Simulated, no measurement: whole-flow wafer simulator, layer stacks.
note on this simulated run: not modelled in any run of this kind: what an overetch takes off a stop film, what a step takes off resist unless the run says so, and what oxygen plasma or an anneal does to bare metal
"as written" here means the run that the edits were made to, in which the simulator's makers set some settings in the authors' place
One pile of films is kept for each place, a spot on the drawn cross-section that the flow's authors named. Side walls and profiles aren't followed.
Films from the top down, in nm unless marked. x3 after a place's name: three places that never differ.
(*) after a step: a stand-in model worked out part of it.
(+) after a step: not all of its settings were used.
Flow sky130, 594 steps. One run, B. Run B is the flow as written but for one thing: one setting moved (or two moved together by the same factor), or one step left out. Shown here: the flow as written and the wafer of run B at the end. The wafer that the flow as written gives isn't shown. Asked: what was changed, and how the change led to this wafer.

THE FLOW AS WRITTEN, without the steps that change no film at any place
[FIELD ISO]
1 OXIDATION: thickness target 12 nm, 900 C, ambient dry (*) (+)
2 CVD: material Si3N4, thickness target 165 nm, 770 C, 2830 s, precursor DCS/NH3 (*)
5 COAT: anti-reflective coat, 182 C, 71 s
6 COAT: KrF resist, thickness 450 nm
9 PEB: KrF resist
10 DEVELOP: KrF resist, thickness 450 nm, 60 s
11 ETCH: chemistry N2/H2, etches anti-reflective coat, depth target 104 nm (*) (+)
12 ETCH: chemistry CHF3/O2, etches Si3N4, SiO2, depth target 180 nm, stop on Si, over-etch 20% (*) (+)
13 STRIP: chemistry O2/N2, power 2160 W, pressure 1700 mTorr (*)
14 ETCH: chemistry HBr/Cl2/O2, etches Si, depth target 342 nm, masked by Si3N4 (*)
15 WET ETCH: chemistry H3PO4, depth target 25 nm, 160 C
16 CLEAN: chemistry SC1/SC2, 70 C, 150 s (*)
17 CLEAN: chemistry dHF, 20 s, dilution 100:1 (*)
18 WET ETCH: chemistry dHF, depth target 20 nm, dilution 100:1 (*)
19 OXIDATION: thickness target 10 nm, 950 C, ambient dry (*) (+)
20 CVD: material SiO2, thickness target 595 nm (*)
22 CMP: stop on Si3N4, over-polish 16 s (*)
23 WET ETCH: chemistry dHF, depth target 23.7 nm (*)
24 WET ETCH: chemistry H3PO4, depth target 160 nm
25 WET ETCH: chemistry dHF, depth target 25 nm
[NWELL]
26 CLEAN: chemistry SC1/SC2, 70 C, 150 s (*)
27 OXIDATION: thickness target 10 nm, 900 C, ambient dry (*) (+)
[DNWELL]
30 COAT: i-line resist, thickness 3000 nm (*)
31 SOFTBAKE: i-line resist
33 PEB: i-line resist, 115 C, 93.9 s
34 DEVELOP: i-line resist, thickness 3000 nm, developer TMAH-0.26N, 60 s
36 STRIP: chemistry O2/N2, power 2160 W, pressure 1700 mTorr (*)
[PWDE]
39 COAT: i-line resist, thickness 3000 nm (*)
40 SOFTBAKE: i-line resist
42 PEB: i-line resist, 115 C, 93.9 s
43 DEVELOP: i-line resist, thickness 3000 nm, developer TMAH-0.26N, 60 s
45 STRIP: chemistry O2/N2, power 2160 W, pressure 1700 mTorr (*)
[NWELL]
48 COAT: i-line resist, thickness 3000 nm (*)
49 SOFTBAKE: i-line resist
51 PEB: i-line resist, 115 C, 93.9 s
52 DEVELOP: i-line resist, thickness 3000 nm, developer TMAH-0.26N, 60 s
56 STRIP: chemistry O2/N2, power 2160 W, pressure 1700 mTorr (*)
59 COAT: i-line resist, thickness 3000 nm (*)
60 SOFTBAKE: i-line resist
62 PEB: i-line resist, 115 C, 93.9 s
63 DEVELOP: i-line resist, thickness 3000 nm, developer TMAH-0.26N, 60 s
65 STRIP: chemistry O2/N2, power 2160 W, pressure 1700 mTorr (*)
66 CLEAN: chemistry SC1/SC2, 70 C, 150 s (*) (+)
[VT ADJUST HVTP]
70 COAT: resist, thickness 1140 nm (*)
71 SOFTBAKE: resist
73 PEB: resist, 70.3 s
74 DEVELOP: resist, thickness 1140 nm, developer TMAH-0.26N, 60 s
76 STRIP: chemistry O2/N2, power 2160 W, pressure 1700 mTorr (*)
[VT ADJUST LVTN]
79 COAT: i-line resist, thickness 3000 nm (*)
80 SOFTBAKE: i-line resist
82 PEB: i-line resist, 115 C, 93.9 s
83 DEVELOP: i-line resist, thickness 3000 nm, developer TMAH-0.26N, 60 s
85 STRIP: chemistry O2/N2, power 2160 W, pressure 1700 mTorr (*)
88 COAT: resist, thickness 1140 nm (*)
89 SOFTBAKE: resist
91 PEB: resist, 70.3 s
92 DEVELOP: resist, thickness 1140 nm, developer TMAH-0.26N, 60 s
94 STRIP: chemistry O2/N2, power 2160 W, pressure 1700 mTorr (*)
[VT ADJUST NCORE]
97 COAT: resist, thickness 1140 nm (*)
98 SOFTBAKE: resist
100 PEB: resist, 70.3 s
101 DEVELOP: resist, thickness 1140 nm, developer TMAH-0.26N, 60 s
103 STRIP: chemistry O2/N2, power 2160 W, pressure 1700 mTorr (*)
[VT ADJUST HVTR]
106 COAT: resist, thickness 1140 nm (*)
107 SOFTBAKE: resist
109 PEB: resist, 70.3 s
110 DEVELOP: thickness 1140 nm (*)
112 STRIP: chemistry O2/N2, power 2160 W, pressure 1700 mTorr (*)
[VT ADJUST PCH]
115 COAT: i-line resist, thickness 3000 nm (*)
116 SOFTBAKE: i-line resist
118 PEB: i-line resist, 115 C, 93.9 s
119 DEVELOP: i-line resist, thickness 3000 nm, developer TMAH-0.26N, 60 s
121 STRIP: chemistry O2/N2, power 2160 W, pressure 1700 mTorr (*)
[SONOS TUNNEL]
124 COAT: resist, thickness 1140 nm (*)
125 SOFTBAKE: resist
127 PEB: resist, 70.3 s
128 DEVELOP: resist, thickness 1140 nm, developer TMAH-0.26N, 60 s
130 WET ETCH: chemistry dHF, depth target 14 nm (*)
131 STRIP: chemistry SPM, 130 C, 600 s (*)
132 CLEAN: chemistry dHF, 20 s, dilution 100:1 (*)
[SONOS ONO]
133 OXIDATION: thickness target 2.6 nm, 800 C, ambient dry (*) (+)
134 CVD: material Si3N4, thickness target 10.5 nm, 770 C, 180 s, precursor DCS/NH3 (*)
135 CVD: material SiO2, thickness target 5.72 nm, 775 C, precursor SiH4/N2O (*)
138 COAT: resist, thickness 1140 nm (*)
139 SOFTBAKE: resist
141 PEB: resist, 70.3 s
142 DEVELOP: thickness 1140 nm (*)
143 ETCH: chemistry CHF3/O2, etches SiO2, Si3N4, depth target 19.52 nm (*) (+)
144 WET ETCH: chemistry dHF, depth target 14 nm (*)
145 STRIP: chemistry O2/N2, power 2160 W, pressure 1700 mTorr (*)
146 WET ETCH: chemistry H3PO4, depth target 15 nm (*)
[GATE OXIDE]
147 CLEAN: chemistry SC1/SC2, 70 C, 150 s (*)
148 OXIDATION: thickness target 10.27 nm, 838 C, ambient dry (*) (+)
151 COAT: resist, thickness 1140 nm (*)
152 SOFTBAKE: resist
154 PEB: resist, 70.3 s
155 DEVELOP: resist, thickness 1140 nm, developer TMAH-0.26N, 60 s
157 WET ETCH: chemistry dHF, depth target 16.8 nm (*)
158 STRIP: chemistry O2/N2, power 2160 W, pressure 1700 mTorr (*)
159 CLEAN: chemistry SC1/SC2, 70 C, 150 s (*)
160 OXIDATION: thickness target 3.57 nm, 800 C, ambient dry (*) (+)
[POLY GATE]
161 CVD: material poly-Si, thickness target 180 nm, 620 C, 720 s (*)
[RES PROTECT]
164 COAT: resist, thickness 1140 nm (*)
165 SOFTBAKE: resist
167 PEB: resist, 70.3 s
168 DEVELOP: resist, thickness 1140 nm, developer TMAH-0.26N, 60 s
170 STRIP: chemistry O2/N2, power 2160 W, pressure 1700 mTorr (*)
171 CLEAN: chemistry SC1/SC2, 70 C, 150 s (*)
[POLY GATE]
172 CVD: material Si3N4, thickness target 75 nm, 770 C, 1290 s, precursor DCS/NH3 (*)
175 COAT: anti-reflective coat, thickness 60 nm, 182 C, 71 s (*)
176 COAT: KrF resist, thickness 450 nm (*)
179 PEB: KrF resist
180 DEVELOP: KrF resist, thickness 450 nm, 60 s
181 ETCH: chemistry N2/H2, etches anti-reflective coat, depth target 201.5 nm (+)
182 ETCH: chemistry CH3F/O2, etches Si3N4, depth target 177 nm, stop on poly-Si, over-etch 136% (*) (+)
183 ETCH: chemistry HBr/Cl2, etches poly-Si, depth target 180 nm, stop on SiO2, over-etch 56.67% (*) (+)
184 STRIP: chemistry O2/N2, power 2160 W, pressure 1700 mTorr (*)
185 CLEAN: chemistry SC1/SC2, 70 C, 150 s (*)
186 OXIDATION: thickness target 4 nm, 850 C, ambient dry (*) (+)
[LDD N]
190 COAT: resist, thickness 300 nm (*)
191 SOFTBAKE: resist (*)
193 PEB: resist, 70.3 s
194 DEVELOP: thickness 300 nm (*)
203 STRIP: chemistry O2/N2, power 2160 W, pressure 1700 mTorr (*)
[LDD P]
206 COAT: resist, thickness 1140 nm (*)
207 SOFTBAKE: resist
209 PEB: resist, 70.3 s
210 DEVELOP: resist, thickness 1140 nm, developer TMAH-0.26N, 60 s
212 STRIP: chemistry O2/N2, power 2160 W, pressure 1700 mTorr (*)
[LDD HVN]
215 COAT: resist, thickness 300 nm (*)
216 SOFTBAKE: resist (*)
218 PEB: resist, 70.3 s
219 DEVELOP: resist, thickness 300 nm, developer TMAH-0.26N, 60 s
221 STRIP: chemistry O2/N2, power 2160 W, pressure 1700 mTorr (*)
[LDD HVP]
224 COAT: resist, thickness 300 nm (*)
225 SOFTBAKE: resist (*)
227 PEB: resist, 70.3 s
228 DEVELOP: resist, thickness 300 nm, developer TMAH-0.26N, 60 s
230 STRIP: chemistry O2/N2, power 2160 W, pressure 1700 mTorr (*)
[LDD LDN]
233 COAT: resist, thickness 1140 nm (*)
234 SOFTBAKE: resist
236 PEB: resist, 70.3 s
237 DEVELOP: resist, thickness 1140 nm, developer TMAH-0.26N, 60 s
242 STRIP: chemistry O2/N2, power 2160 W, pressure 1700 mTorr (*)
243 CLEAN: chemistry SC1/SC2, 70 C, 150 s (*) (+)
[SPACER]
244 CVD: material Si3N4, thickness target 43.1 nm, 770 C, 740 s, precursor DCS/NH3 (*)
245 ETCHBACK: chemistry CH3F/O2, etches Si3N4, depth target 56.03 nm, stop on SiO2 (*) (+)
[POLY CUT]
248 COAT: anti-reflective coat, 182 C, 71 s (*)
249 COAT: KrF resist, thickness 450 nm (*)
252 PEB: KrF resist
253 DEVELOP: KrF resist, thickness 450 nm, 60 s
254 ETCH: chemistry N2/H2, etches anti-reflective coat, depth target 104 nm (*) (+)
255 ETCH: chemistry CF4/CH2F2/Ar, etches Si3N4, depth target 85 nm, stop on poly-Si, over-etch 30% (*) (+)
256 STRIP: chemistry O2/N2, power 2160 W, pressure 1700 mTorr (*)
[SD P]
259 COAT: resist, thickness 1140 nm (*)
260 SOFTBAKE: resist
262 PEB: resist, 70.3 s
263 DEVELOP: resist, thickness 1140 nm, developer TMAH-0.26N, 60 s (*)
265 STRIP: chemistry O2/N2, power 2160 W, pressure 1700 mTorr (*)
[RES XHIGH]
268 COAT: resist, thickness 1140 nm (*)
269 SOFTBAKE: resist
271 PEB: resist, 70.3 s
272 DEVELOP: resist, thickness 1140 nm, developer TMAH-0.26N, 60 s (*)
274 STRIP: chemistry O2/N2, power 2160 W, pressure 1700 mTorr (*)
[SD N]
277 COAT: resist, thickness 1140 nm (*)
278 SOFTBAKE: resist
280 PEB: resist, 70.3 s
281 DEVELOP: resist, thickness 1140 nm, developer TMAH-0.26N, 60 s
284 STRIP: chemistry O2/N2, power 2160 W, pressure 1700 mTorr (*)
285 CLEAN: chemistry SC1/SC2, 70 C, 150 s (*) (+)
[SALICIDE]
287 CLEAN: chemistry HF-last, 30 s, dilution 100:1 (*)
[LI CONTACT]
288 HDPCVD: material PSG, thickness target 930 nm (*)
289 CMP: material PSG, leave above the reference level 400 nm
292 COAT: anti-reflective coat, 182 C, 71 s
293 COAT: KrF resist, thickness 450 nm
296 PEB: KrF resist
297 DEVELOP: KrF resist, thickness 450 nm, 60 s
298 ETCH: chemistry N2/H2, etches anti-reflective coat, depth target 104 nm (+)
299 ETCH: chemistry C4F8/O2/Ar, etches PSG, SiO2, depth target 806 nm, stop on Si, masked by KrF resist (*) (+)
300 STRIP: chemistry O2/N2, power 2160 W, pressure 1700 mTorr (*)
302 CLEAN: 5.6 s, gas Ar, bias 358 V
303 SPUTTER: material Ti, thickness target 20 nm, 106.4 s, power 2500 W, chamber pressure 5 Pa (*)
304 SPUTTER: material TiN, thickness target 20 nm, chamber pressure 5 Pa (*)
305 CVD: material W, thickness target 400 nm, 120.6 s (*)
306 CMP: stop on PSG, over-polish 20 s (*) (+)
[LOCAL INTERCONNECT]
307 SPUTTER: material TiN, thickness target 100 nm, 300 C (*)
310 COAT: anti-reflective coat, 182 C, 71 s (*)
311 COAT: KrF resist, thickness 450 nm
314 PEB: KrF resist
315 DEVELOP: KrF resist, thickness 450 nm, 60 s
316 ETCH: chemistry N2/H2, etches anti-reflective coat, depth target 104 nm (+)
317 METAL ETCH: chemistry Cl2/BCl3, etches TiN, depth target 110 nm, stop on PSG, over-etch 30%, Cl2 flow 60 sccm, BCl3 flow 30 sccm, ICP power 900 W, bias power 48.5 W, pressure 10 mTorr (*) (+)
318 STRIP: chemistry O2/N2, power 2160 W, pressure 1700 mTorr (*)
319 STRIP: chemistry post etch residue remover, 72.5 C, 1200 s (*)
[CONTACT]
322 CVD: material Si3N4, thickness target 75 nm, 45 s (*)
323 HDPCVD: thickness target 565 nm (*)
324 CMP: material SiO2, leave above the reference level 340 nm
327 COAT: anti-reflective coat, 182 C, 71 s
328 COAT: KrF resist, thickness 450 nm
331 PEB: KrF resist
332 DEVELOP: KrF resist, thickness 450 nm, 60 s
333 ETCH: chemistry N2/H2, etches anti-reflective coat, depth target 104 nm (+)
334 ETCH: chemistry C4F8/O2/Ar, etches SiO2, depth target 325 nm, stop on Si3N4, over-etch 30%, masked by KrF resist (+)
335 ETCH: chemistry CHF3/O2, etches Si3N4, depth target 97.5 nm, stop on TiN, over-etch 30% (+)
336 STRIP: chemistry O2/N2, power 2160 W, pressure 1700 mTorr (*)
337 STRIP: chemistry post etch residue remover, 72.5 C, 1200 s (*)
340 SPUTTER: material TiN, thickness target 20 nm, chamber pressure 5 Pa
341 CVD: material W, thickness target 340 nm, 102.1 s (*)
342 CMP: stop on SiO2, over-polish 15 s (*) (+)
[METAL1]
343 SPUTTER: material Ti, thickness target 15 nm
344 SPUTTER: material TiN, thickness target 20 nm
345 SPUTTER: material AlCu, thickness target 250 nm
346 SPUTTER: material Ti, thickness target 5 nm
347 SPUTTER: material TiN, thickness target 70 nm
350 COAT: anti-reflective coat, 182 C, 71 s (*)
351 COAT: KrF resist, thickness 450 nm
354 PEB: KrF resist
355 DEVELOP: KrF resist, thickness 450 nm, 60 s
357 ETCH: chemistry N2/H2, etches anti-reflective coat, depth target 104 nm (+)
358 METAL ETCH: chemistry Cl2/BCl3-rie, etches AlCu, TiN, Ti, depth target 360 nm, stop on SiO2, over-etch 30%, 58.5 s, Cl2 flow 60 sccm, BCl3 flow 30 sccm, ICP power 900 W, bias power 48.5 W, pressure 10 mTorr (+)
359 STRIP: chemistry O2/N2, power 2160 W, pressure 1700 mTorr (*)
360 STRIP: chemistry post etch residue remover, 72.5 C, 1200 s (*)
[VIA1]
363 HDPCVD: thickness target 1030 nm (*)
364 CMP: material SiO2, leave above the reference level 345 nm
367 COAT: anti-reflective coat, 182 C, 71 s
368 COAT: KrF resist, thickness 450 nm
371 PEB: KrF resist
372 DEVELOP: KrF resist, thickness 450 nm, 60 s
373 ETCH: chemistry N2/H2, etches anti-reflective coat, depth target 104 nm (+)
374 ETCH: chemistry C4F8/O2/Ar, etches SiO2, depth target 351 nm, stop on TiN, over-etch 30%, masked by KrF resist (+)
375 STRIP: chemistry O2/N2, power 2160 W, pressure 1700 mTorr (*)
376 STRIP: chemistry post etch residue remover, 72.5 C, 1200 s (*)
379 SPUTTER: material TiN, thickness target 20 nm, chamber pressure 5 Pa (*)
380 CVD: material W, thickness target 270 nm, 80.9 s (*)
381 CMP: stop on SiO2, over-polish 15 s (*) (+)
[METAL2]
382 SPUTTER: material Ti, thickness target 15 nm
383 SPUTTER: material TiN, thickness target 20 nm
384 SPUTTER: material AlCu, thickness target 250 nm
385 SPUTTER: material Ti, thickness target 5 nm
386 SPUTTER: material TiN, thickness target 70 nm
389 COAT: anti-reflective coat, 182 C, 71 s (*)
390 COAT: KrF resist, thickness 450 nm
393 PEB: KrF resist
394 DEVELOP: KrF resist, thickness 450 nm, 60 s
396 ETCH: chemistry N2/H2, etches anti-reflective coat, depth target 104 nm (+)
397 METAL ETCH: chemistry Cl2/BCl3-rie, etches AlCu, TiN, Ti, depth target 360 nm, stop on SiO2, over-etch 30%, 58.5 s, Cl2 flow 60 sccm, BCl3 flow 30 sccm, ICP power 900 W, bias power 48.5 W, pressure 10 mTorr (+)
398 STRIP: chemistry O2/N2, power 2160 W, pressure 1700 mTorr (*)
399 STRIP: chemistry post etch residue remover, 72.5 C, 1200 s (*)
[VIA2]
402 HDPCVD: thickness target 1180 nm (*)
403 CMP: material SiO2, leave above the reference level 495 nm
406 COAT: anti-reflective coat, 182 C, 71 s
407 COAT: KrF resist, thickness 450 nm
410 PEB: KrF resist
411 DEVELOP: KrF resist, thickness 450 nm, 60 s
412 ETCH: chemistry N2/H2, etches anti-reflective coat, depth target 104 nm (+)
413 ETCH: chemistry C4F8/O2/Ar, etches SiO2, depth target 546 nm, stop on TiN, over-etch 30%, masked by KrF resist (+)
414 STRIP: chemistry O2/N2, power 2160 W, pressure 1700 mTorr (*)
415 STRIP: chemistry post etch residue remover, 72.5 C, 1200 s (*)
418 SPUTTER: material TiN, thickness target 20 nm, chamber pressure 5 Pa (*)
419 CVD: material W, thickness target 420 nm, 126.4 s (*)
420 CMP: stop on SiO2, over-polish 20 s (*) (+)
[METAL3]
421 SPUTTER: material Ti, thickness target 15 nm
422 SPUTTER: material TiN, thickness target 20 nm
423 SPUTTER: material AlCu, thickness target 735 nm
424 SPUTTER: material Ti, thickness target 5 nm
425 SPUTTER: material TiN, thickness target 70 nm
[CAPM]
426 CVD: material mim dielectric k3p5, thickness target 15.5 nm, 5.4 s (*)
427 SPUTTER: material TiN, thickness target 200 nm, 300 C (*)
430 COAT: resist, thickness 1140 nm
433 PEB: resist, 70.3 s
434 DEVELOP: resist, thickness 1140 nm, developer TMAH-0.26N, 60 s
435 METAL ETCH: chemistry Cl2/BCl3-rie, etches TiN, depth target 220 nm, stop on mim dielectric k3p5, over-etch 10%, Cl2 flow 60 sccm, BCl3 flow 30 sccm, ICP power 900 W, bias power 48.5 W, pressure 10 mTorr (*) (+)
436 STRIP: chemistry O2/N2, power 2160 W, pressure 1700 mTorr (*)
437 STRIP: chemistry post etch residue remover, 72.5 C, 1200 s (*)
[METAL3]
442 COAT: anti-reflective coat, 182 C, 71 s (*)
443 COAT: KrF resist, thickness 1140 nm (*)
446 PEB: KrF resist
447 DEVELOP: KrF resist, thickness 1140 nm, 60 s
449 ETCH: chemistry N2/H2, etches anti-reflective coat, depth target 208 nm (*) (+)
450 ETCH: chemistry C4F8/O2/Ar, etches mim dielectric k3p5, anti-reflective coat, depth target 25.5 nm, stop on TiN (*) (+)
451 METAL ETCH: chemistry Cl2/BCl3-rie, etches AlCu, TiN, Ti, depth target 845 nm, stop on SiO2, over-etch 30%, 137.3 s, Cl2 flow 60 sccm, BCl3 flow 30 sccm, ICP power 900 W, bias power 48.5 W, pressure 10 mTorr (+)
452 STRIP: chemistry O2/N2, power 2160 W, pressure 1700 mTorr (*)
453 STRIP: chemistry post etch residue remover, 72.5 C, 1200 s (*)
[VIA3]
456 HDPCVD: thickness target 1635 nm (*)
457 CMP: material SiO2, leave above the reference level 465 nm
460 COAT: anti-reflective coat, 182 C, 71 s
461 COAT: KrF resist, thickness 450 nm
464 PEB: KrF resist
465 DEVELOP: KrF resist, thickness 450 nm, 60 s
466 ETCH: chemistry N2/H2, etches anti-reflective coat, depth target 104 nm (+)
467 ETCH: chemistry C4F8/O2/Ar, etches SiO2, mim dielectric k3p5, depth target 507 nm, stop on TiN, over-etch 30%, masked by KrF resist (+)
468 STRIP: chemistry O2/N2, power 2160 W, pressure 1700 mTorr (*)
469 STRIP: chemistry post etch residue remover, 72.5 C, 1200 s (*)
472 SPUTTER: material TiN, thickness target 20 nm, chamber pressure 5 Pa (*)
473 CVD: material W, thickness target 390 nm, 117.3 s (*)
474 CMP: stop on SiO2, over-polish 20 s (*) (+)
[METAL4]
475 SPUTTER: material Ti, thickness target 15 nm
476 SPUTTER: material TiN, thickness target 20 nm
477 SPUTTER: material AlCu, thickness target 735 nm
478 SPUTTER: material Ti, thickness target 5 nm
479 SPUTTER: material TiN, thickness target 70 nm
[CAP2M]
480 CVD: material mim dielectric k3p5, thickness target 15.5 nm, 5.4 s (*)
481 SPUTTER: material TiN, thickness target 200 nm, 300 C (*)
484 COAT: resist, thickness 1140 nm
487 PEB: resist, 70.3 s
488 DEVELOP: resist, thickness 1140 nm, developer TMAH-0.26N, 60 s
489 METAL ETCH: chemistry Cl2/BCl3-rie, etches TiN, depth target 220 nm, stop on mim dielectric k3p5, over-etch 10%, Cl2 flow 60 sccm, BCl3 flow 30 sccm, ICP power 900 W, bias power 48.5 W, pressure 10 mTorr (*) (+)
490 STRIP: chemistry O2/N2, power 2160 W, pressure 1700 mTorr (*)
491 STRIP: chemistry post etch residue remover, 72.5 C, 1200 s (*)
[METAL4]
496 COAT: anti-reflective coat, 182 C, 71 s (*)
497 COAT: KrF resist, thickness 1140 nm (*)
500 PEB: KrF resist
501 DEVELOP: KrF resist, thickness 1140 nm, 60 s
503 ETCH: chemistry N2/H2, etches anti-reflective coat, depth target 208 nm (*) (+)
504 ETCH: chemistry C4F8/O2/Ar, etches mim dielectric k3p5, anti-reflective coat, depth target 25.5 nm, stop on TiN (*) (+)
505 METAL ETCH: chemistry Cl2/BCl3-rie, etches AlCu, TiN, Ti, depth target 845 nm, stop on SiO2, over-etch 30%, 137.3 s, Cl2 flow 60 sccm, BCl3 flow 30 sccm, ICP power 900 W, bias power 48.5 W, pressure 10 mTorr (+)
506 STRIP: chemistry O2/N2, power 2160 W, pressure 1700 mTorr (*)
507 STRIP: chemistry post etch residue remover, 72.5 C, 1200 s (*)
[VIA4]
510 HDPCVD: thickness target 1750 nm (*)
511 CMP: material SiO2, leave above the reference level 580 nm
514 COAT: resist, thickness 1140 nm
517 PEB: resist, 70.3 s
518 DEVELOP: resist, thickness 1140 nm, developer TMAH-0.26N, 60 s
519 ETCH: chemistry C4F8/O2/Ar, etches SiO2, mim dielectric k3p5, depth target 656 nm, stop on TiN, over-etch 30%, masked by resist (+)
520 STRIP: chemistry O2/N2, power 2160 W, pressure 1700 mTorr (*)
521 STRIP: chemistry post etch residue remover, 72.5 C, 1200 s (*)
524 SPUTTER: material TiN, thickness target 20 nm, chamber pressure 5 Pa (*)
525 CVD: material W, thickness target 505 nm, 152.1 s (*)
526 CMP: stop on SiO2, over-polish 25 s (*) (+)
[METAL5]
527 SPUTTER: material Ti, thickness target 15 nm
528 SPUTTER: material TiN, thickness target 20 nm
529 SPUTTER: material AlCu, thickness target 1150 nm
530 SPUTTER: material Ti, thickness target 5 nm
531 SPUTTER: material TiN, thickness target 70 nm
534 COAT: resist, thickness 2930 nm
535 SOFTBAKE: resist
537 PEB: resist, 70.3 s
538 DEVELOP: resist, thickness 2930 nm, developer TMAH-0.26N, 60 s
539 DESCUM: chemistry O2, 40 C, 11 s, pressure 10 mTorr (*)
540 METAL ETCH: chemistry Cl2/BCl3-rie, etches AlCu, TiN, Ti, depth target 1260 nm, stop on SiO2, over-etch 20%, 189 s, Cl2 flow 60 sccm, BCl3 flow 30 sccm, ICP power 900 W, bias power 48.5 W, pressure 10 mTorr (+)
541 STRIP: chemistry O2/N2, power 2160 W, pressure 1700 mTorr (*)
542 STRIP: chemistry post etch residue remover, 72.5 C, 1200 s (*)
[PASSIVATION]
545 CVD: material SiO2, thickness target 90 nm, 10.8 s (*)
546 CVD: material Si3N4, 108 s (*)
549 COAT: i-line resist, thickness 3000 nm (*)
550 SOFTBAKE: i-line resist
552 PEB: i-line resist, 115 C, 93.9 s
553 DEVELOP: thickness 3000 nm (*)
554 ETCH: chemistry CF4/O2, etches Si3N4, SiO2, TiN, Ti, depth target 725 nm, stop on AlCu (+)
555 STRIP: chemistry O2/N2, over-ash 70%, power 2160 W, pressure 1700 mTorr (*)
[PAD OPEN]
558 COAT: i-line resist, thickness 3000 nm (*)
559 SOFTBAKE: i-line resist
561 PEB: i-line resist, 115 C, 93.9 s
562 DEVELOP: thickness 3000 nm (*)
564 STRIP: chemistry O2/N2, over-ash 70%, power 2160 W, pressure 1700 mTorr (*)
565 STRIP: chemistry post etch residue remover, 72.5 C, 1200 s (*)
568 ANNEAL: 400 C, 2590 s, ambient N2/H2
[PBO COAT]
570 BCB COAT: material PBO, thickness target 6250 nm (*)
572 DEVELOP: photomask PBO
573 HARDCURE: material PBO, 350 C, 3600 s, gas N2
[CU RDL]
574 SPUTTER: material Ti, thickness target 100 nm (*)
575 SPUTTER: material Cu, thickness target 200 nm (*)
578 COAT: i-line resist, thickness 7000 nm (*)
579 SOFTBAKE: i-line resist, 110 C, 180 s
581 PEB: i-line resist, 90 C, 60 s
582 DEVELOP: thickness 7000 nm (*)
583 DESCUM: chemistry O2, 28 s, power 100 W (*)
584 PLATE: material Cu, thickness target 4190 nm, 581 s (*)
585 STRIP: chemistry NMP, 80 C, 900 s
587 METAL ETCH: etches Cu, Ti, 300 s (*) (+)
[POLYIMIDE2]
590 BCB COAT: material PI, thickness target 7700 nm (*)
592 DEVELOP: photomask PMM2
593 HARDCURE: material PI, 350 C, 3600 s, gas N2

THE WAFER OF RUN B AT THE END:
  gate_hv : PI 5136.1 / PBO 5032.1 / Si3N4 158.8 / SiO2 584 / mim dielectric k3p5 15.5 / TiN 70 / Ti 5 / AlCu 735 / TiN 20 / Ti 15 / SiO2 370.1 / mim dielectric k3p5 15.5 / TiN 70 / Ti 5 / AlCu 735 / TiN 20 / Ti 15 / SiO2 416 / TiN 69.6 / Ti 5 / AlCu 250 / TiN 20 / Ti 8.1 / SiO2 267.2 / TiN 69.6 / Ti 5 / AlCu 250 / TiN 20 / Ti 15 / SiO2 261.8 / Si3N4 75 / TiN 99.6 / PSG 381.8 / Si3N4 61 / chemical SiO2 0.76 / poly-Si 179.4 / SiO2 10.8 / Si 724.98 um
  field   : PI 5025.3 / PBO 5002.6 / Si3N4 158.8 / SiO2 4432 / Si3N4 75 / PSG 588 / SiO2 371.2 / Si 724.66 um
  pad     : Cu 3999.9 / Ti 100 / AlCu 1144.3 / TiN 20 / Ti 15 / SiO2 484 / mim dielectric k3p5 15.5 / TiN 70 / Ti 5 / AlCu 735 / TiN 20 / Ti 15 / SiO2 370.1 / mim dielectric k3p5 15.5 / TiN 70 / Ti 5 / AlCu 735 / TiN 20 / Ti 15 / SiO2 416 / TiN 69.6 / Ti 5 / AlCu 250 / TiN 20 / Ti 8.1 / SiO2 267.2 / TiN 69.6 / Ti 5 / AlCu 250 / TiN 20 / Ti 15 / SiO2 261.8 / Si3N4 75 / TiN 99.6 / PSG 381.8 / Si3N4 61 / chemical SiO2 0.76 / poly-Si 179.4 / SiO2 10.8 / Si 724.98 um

The cause: step 382, SPUTTER: thickness target 8.1 nm was run, where the flow has thickness target 15 nm.
It can be read off the wafer: gate_hv has Ti 8.1, and step 382 as written asks for 15 nm.

How the change led to this, step by step:
  382 SPUTTER: material Ti, thickness target 15 nm
      field, active, n_well and 188 more: Ti +8.1 (new film) (as written it would be: Ti +15 (new film))
  397 METAL ETCH: chemistry Cl2/BCl3-rie, etches AlCu, TiN, Ti, depth target 360 nm, stop on SiO2, over-etch 30%, 58.5 s, Cl2 flow 60 sccm, BCl3 flow 30 sccm, ICP power 900 W, bias power 48.5 W, pressure 10 mTorr (+)
      field, active, gate and 82 more: TiN -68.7 (all of it), Ti -5 (all of it), AlCu -250 (all of it), TiN -20 (all of it), Ti -8.1 (all of it), SiO2 -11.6 (as written it would be: TiN -68.7 (all of it), Ti -5 (all of it), AlCu -250 (all of it), TiN -20 (all of it), Ti -15 (all of it), SiO2 -10.9)
